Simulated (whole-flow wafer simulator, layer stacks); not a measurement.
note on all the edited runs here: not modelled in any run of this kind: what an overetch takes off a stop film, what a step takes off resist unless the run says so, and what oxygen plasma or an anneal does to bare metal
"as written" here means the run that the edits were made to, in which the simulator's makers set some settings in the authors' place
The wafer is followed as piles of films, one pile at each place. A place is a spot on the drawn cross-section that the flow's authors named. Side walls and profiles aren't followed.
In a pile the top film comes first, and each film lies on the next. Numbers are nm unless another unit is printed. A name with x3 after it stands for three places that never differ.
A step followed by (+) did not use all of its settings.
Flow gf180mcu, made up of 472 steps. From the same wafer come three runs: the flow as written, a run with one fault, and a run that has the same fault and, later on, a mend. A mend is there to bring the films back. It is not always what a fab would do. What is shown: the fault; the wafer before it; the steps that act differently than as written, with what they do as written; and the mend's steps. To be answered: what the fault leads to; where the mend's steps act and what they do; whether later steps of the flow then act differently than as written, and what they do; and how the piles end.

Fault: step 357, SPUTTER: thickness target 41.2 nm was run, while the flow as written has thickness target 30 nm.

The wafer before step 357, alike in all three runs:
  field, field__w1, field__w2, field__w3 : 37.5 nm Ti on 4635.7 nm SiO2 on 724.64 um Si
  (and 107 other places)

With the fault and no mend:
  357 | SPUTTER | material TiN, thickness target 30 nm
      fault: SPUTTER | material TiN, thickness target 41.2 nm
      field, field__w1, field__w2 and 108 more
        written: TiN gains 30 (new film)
        fault: TiN gains 41.2 (new film)
  Later steps of the flow acting differently than as written:
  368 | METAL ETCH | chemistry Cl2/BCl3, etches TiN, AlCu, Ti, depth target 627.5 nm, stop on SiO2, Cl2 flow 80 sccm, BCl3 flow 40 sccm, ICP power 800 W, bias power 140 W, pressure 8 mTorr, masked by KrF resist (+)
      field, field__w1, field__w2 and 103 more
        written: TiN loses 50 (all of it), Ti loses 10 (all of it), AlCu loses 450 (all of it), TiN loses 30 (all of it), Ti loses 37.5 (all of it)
        fault: TiN loses 50 (all of it), Ti loses 10 (all of it), AlCu loses 450 (all of it), TiN loses 41.2 (all of it), Ti loses 37.5 (all of it)
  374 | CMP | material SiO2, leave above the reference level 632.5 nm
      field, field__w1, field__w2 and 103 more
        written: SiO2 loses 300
        fault: SiO2 loses 288.8
  The piles end different from the flow's at field__w8, contact, m1, m1__w1, m1_nw by more than 2% or 0.5 nm, whichever is larger.
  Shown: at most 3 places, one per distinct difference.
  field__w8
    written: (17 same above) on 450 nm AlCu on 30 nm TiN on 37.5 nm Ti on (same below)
    fault: (17 same above) on 450 nm AlCu on 41.2 nm TiN on 37.5 nm Ti on (same below)
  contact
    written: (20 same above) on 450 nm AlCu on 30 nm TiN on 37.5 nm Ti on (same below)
    fault: (20 same above) on 450 nm AlCu on 41.2 nm TiN on 37.5 nm Ti on (same below)

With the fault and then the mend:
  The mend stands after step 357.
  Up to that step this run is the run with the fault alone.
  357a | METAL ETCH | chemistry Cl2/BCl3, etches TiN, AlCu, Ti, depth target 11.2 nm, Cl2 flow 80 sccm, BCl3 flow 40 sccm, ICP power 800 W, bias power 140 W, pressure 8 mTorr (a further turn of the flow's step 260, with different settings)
      field, field__w1, field__w2 and 108 more
        TiN loses 11.2
  Later steps of the flow that are run all act as written at every place that is followed.
  At every place that both follow, the piles at the end match the flow's.
